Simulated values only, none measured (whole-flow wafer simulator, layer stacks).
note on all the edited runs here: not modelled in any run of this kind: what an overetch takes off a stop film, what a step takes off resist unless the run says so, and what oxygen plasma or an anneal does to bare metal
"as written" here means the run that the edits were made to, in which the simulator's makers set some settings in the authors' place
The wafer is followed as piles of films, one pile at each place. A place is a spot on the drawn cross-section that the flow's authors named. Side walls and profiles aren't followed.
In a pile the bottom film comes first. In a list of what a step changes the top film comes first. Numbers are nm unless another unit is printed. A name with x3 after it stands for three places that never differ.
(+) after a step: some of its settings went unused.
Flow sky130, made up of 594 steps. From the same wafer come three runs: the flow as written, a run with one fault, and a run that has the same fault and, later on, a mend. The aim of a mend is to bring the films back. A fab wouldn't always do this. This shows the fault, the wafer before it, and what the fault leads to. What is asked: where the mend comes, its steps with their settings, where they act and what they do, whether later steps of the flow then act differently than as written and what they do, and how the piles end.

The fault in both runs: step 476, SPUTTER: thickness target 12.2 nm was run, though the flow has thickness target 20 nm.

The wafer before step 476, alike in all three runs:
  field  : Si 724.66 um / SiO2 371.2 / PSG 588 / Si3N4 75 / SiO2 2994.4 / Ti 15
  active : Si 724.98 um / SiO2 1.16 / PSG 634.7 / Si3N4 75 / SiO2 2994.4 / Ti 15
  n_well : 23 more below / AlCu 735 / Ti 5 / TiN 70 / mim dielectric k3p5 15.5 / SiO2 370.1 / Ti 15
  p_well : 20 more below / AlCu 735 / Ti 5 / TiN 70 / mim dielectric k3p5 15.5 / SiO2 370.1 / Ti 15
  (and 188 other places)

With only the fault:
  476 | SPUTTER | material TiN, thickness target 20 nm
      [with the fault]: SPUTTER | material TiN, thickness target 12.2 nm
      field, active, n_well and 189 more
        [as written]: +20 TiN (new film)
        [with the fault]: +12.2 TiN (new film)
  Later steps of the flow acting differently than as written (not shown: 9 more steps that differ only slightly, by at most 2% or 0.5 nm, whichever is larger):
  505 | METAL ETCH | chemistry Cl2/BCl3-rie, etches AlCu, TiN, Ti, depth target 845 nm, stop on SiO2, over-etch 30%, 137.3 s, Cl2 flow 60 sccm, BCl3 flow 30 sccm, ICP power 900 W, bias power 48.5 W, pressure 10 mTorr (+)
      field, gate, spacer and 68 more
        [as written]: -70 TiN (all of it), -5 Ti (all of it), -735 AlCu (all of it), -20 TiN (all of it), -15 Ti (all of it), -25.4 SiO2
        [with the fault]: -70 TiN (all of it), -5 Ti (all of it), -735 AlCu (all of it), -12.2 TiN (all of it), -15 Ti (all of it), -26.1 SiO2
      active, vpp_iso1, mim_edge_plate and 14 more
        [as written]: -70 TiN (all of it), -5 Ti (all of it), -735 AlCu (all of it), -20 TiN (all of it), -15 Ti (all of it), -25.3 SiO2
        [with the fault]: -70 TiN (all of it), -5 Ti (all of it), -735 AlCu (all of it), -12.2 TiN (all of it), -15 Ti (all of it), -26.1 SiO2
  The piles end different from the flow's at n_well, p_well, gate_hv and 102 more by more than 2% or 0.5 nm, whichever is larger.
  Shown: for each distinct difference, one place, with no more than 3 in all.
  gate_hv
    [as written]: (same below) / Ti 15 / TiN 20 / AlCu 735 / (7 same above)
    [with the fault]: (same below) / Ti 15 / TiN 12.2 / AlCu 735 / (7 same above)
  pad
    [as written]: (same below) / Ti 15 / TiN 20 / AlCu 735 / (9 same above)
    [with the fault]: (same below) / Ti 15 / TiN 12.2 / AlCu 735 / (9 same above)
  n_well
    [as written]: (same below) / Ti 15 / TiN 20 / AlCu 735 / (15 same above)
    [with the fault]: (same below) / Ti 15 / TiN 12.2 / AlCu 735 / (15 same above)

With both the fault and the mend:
  The mend stands after step 476.
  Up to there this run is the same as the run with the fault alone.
  476a | SPUTTER | material TiN, thickness target 7.8 nm (the flow's step 476, run once more with other settings)
      field, active, n_well and 189 more
        +7.8 TiN
  Later steps of the flow that are run all act as written at every place that is followed.
  By the end, the piles equal the flow's at every place that both follow.
